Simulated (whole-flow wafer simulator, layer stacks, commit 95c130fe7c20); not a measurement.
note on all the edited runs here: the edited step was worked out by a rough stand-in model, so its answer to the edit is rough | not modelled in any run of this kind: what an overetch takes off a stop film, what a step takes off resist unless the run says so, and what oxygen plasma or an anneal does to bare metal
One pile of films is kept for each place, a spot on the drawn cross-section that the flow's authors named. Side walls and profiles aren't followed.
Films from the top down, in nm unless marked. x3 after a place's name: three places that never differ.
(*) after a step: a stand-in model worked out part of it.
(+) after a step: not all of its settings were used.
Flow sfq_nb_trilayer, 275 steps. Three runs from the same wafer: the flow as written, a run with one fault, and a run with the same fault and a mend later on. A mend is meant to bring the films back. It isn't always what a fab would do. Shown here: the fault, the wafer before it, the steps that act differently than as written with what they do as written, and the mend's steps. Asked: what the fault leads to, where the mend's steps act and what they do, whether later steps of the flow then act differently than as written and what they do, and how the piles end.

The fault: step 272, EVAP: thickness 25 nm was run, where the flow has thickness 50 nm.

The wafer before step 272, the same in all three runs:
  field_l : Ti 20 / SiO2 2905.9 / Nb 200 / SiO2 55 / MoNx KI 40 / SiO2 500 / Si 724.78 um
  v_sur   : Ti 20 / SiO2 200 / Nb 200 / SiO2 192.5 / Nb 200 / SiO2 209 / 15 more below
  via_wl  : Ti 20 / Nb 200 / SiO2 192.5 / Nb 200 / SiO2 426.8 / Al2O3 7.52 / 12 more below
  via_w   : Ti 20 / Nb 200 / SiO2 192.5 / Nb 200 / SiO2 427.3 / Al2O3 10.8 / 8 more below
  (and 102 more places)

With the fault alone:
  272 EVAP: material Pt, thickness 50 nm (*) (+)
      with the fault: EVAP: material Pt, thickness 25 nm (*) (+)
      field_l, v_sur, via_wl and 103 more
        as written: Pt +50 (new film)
        with the fault: Pt +25 (new film)
  Later steps of the flow that act differently than as written:
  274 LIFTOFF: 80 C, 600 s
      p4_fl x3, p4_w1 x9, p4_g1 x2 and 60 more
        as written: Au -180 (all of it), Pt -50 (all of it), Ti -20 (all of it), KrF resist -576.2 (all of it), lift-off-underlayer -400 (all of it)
        with the fault: Au -180 (all of it), Pt -25 (all of it), Ti -20 (all of it), KrF resist -576.2 (all of it), lift-off-underlayer -400 (all of it)
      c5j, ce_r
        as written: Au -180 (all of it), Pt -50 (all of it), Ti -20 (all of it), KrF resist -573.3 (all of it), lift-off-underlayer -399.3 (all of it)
        with the fault: Au -180 (all of it), Pt -25 (all of it), Ti -20 (all of it), KrF resist -573.3 (all of it), lift-off-underlayer -399.3 (all of it)
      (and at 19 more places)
  At the end the piles differ from the flow's by more than 2% or 0.5 nm, whichever is larger, at field_l, v_sur, via_wl and 8 more.
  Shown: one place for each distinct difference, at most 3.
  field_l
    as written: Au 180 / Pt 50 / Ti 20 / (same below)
    with the fault: Au 180 / Pt 25 / Ti 20 / (same below)

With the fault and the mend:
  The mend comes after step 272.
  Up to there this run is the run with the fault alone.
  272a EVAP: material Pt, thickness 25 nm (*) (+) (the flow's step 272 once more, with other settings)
      field_l, v_sur, via_wl and 103 more
        Pt +25
  No later step of the flow acts differently than as written at any place that is followed.
  At the end the piles are the same as the flow's at every place that both follow.
